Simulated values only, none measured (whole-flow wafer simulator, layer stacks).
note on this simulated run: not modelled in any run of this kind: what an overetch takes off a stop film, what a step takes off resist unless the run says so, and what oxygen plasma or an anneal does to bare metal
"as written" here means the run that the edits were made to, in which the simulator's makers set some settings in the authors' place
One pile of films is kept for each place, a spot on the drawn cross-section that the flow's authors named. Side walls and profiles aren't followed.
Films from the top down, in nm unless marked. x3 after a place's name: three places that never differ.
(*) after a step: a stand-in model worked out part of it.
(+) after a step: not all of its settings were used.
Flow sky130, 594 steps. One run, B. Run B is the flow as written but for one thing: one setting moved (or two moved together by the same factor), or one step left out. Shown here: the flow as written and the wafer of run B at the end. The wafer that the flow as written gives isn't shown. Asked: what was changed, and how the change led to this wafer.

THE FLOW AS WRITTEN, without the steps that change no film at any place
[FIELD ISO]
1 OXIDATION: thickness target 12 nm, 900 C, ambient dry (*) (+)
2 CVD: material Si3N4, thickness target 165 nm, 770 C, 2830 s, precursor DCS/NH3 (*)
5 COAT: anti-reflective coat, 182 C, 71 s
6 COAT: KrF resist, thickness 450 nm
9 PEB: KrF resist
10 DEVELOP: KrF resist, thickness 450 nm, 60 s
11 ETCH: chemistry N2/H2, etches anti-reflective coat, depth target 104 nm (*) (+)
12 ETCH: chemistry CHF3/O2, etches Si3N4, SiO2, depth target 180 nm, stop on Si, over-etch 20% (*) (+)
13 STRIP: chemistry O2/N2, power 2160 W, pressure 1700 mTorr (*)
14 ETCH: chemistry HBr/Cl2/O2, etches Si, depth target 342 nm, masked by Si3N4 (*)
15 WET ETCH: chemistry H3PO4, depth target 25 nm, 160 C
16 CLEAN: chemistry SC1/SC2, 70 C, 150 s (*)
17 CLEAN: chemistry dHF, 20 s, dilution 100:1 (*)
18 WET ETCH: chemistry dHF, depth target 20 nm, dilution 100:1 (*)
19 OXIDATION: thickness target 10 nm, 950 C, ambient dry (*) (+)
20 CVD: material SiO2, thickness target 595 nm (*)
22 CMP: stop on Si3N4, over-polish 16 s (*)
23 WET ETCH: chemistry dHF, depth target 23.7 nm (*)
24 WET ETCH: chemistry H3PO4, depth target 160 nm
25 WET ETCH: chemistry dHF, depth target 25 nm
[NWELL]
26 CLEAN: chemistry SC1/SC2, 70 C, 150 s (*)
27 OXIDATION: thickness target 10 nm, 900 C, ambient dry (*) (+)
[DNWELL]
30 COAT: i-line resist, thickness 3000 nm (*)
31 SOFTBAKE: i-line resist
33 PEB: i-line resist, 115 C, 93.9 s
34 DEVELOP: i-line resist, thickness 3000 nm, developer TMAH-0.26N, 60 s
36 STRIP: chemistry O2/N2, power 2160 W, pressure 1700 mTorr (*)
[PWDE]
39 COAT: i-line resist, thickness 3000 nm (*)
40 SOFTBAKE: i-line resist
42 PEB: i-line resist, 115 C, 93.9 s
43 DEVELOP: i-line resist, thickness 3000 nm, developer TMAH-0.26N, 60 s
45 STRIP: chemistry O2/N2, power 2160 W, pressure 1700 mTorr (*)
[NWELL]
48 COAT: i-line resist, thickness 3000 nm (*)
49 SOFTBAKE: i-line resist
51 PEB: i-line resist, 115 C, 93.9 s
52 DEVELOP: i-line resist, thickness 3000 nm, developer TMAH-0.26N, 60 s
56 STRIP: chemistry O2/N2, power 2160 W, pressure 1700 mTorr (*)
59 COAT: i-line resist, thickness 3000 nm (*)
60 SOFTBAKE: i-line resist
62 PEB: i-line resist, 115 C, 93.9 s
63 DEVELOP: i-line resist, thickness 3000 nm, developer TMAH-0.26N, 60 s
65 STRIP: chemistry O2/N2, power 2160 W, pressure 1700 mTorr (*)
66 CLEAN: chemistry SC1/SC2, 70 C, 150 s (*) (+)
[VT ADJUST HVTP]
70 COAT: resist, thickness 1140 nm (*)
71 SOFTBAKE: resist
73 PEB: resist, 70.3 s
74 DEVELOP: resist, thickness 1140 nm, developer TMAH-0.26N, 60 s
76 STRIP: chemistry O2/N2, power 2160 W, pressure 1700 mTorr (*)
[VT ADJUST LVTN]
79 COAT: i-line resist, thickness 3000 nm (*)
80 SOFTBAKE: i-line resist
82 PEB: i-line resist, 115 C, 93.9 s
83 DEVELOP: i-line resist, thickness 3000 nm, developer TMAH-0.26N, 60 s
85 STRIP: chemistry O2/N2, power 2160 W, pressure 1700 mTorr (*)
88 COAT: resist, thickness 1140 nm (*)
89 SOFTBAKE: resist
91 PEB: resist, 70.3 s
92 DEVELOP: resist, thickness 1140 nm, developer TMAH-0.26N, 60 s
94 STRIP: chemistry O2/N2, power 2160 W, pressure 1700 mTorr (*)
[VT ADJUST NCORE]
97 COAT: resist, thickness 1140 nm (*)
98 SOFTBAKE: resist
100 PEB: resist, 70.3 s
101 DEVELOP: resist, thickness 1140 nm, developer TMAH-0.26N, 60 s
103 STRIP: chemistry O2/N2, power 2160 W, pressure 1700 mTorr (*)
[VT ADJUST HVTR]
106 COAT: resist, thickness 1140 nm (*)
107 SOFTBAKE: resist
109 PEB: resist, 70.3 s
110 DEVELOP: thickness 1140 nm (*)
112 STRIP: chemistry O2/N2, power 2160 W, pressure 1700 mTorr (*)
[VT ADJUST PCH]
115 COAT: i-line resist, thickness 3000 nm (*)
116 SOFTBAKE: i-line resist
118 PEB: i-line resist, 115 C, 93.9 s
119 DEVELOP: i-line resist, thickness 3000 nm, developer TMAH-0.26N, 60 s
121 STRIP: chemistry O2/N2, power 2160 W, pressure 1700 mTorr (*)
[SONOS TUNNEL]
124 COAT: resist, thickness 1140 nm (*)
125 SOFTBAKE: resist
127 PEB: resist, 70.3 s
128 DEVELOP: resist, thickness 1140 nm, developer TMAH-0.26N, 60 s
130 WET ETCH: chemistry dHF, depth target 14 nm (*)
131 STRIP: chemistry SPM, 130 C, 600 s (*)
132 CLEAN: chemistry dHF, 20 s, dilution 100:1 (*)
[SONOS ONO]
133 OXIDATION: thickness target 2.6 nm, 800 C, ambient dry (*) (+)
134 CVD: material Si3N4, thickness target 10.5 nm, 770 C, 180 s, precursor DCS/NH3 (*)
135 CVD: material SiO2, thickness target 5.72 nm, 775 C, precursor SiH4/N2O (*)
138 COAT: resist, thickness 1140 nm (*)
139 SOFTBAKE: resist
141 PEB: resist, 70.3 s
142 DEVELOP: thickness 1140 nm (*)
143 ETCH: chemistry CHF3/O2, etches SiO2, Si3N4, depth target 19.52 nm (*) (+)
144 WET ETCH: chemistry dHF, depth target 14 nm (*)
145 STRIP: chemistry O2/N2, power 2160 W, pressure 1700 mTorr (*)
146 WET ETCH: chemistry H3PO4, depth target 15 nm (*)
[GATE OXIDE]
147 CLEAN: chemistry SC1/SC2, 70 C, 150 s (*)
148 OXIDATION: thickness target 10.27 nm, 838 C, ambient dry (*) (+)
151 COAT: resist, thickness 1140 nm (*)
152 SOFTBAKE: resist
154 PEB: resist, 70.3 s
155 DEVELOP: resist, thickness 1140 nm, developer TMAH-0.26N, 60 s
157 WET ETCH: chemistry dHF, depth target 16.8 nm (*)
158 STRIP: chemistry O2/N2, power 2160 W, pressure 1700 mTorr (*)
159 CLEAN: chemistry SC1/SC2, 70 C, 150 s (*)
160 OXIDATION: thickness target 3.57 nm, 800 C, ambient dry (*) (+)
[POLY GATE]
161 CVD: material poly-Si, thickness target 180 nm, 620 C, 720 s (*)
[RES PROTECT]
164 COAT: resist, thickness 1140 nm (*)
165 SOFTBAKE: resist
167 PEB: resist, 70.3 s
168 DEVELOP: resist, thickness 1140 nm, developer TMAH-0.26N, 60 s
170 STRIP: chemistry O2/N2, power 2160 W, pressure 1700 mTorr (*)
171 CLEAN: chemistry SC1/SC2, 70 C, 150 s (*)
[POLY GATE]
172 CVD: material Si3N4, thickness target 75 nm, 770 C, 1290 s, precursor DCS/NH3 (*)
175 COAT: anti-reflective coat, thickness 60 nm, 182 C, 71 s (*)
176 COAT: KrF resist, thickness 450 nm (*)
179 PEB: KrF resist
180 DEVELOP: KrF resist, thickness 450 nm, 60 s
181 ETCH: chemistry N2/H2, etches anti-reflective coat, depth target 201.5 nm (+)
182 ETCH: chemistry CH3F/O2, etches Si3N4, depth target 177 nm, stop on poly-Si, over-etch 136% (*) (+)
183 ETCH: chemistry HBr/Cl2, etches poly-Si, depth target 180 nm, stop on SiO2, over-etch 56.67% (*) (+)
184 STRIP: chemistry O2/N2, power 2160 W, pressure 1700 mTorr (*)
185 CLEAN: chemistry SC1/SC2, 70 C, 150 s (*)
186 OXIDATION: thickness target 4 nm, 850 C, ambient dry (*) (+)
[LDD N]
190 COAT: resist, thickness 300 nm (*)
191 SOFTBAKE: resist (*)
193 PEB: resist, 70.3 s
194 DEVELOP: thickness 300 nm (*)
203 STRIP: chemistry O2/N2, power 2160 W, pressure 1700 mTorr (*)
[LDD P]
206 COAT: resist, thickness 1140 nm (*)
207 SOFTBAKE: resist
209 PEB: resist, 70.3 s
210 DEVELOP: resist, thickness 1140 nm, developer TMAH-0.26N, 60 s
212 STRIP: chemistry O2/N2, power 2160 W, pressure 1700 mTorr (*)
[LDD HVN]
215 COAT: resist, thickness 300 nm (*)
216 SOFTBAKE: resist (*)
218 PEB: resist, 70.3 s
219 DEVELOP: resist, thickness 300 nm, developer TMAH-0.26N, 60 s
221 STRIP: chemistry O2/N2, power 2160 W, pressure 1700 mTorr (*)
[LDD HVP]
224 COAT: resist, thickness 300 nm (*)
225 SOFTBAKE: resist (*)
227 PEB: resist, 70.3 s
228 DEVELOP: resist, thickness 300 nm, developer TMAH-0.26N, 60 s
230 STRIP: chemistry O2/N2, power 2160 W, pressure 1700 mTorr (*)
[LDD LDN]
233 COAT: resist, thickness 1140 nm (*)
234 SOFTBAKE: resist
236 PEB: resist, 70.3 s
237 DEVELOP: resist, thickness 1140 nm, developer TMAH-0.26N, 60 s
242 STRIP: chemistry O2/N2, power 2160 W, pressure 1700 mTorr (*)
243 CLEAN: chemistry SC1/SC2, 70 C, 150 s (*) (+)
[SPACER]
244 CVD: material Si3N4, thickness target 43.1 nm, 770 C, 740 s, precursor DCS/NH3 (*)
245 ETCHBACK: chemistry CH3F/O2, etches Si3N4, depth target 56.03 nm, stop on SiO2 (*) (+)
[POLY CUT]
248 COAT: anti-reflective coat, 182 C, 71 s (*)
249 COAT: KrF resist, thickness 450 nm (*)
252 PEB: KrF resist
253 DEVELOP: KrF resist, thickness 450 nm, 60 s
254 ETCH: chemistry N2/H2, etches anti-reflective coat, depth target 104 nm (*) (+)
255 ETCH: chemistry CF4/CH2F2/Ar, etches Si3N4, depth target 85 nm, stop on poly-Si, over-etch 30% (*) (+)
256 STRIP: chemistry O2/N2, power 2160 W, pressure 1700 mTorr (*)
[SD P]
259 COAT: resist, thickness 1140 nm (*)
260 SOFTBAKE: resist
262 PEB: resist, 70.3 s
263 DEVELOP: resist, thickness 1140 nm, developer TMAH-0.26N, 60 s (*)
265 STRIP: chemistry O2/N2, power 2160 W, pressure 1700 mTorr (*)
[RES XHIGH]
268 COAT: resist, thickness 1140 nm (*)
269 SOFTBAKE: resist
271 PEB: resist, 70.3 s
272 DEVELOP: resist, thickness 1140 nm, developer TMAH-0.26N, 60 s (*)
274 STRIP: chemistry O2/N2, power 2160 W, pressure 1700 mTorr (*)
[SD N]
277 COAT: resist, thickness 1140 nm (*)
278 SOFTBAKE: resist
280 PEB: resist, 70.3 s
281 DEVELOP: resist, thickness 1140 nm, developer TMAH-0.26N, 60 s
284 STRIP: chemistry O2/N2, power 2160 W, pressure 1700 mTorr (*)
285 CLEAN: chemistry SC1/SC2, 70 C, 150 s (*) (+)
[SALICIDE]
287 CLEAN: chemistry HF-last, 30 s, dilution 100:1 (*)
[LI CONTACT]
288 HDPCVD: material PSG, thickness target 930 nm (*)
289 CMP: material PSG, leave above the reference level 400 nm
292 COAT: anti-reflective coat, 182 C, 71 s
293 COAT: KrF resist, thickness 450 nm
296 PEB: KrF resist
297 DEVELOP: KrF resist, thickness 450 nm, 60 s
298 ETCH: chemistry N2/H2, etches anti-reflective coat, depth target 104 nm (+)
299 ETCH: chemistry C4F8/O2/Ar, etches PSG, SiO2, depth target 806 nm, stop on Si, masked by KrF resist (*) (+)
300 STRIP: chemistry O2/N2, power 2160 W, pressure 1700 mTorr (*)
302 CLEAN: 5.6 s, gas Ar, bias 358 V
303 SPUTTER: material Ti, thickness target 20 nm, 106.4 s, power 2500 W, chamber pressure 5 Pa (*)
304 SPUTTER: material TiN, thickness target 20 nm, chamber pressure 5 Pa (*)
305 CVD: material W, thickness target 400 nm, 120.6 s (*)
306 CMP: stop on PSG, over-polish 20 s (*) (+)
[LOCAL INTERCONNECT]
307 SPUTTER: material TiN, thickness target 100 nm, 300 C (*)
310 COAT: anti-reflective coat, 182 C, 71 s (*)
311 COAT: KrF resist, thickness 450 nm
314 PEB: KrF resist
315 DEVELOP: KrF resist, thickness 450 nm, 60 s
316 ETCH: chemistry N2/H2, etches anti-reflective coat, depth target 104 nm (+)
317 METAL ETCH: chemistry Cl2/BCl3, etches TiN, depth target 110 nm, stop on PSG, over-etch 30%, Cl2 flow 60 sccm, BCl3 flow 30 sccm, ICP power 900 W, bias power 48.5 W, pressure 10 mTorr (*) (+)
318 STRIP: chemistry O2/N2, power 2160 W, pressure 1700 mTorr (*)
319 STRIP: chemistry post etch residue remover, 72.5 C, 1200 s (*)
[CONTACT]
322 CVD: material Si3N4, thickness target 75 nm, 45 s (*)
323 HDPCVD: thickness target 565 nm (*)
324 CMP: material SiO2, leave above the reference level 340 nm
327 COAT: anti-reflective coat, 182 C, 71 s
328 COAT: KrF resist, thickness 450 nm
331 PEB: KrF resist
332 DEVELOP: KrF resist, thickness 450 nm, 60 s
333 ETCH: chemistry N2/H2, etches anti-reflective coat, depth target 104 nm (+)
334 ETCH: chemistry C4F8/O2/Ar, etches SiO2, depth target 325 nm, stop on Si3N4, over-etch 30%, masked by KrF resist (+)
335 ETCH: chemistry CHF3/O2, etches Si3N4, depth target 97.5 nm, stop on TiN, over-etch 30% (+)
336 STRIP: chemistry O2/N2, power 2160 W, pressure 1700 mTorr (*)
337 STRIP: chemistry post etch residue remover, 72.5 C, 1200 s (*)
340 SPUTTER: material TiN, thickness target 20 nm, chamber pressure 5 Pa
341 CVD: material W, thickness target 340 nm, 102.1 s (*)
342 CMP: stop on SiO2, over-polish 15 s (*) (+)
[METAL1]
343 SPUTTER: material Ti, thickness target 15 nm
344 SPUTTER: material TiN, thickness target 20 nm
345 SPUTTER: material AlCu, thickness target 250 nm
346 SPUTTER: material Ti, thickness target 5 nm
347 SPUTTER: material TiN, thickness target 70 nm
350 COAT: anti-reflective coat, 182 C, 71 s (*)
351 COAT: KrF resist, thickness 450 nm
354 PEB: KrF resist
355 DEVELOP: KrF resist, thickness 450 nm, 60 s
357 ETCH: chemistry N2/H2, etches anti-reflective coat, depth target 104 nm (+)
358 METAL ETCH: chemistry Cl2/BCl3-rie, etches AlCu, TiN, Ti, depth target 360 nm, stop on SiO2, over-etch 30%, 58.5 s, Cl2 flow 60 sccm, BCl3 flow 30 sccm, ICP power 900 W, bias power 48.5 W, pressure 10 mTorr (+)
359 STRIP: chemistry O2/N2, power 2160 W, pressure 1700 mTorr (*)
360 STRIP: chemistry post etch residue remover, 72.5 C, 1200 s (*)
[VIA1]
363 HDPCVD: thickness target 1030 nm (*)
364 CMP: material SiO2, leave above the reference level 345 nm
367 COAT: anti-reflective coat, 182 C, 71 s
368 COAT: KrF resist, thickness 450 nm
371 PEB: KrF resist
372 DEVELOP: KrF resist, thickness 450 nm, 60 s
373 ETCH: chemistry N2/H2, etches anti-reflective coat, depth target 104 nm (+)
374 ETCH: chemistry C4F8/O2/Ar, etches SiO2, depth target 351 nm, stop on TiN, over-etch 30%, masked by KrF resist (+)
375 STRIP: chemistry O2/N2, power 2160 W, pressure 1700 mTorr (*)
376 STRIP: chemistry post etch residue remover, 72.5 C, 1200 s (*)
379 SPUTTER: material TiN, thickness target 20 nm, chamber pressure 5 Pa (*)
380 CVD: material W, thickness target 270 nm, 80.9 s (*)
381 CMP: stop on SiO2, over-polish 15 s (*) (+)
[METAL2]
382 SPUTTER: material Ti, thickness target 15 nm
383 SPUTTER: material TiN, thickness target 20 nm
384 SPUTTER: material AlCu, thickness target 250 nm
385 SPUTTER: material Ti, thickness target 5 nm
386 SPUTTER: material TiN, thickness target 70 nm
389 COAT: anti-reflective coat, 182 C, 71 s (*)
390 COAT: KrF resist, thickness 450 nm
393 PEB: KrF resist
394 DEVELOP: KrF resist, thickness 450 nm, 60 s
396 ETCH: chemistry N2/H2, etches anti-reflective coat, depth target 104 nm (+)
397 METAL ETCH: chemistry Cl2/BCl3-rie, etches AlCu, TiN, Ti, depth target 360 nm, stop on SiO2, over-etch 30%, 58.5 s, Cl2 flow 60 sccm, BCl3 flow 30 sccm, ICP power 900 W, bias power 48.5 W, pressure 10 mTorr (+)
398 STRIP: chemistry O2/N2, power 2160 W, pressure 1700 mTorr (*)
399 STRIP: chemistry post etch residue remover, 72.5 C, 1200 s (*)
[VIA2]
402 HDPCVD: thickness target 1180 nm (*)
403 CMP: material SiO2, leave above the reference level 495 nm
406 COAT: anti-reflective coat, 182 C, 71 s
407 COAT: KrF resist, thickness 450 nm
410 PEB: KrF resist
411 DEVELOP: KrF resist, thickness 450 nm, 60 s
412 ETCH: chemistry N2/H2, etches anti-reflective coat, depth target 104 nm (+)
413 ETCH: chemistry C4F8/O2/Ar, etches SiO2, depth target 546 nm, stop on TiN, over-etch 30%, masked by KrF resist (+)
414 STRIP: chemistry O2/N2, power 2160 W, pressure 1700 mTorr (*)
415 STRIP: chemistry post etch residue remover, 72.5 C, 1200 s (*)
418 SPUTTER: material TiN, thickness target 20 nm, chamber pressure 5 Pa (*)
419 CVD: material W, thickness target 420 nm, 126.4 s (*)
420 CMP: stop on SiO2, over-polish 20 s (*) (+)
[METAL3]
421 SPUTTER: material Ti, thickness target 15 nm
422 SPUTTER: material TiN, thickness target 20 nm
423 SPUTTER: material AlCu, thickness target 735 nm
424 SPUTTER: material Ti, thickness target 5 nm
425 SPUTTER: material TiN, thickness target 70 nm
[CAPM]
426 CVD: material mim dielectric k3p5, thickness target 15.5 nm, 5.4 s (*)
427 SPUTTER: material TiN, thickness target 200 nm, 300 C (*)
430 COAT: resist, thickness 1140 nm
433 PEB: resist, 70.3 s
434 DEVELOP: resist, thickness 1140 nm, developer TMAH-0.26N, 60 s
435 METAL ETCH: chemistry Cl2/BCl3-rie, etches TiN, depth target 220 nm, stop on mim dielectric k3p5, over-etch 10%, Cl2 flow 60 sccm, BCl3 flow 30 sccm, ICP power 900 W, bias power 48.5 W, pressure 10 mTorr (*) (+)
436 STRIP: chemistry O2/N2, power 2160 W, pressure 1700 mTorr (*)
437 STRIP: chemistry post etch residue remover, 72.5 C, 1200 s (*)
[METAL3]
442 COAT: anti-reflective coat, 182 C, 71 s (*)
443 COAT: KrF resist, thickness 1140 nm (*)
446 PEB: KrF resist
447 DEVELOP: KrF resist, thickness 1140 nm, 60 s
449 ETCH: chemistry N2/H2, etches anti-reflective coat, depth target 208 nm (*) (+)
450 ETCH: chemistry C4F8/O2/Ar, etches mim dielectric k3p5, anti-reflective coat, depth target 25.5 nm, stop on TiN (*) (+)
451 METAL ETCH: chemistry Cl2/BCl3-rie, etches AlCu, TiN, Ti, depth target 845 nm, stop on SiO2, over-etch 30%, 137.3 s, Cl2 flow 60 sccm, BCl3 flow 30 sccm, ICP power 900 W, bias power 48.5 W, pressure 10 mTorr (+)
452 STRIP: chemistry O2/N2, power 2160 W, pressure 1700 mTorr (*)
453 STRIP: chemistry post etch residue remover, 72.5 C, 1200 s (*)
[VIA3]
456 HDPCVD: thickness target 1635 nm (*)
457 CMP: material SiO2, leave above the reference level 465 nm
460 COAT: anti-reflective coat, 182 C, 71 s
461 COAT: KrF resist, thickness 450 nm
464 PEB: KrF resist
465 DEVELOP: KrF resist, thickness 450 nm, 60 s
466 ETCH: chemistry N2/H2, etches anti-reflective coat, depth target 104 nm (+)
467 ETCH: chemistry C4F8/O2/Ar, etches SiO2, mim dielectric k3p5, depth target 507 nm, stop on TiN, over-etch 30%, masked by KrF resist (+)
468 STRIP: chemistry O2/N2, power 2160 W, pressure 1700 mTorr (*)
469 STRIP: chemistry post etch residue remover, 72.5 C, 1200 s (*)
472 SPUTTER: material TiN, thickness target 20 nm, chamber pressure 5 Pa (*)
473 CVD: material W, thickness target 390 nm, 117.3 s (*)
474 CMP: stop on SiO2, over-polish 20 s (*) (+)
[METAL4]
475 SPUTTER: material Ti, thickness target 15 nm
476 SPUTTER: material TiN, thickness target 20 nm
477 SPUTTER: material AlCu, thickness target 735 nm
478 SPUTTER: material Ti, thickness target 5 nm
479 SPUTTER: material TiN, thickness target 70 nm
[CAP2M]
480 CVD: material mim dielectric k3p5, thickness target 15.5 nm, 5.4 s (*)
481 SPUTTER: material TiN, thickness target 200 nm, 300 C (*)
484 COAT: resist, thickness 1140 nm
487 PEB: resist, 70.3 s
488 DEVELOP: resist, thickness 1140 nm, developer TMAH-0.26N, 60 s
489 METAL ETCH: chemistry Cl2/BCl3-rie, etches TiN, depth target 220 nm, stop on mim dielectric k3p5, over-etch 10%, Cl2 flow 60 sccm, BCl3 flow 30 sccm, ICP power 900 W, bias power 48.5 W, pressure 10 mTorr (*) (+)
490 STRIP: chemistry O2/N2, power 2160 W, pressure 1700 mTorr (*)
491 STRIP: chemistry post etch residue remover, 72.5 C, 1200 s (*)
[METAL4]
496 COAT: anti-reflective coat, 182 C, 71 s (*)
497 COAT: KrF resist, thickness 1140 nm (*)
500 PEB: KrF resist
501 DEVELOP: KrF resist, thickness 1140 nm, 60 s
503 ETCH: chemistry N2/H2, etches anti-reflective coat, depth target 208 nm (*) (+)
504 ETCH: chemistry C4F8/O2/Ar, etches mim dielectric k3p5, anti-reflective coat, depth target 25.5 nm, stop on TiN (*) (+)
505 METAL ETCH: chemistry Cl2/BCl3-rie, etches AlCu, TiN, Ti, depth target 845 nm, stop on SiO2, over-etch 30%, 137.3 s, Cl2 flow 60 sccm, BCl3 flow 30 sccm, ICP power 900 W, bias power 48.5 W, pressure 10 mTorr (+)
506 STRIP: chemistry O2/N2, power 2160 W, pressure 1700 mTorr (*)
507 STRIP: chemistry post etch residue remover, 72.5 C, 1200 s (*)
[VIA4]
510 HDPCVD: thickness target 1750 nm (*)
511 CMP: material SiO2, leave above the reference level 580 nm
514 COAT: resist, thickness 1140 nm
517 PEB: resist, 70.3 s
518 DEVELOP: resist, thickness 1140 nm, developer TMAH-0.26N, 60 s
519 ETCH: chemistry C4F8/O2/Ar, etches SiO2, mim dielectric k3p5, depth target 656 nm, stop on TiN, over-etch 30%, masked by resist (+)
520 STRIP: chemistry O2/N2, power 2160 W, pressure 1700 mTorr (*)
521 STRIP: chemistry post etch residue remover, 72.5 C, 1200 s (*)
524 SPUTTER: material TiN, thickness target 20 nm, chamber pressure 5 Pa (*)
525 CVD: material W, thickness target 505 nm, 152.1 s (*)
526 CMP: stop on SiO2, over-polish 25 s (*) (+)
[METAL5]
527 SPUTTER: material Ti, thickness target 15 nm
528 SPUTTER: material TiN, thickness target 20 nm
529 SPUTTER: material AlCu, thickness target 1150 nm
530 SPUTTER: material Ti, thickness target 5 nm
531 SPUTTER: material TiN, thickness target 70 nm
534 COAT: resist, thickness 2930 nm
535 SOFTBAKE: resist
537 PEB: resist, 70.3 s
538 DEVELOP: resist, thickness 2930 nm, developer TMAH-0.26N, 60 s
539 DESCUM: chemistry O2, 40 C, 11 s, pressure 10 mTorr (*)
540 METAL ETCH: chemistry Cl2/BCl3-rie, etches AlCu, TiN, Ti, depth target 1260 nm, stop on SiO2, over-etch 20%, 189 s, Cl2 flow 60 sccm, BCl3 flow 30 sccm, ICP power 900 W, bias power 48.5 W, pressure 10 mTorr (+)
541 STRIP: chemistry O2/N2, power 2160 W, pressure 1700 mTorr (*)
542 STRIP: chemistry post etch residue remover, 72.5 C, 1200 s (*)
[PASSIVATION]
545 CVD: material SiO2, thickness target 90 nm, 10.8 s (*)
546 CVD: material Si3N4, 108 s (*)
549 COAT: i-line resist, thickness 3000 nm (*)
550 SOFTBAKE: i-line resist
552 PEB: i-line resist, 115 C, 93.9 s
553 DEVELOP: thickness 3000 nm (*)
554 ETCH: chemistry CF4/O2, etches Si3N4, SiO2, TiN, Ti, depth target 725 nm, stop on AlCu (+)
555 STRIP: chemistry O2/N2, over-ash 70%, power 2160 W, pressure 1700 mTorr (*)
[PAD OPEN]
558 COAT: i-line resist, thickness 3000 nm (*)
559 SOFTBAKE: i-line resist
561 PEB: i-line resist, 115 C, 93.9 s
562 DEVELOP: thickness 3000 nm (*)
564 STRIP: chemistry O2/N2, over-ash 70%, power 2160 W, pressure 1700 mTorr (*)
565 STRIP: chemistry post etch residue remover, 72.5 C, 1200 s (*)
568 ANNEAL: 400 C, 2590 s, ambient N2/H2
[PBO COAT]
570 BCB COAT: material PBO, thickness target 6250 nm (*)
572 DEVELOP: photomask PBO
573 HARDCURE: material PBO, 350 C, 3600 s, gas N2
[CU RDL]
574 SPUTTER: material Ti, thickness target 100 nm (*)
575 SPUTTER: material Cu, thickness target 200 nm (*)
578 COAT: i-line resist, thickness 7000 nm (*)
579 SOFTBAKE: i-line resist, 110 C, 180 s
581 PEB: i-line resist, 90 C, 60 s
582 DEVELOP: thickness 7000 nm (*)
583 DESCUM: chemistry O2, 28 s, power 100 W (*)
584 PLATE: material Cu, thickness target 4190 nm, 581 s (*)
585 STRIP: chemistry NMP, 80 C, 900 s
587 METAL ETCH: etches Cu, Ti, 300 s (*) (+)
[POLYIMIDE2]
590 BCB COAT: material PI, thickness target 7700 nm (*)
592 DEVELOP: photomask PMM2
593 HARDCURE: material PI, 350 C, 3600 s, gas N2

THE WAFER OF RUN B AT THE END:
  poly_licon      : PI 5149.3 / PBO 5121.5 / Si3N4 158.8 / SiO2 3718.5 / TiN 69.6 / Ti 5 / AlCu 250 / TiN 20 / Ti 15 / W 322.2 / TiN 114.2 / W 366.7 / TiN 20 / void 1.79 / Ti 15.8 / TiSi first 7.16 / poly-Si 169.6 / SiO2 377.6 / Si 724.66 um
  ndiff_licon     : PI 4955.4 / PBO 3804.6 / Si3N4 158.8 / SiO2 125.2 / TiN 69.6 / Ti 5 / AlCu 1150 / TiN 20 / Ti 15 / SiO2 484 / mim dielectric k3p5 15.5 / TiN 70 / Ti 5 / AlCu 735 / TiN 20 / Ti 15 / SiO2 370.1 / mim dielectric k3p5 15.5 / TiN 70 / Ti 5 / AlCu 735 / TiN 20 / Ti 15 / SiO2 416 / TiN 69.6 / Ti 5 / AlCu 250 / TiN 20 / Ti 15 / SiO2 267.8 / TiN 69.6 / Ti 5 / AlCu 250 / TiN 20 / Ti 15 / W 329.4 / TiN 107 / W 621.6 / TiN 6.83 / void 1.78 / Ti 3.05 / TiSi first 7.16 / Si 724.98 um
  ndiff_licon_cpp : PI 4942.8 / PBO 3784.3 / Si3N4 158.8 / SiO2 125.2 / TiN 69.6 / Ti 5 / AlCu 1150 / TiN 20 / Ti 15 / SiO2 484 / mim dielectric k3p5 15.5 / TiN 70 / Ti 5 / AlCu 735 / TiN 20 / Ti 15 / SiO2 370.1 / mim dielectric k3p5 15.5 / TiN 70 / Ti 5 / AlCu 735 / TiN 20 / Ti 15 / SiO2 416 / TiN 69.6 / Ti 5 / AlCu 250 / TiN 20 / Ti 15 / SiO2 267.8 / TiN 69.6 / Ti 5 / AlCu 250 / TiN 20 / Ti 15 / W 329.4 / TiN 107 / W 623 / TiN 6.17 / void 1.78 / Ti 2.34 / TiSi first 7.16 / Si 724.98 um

The cause: step 340, SPUTTER: thickness target 15 nm was run, where the flow has thickness target 20 nm.

How the change led to this, step by step:
  340 SPUTTER: material TiN, thickness target 20 nm, chamber pressure 5 Pa
      field, active, n_well and 184 more: TiN +15 (new film) (as written it would be: TiN +20 (new film))
      ndiff_licon_cpp, rpo_hd_licon: TiN +7.84 (as written it would be: TiN +10.4)
      (and at 2 more places)
  342 CMP: stop on SiO2, over-polish 15 s (*) (+)
      field, active, n_well and 184 more: W -340 (all of it), TiN -15 (all of it), SiO2 -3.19 (as written it would be: W -340 (all of it), TiN -20 (all of it), SiO2 -3.19)
      poly_licon: W -17.8 (as written it would be: W -22.8)
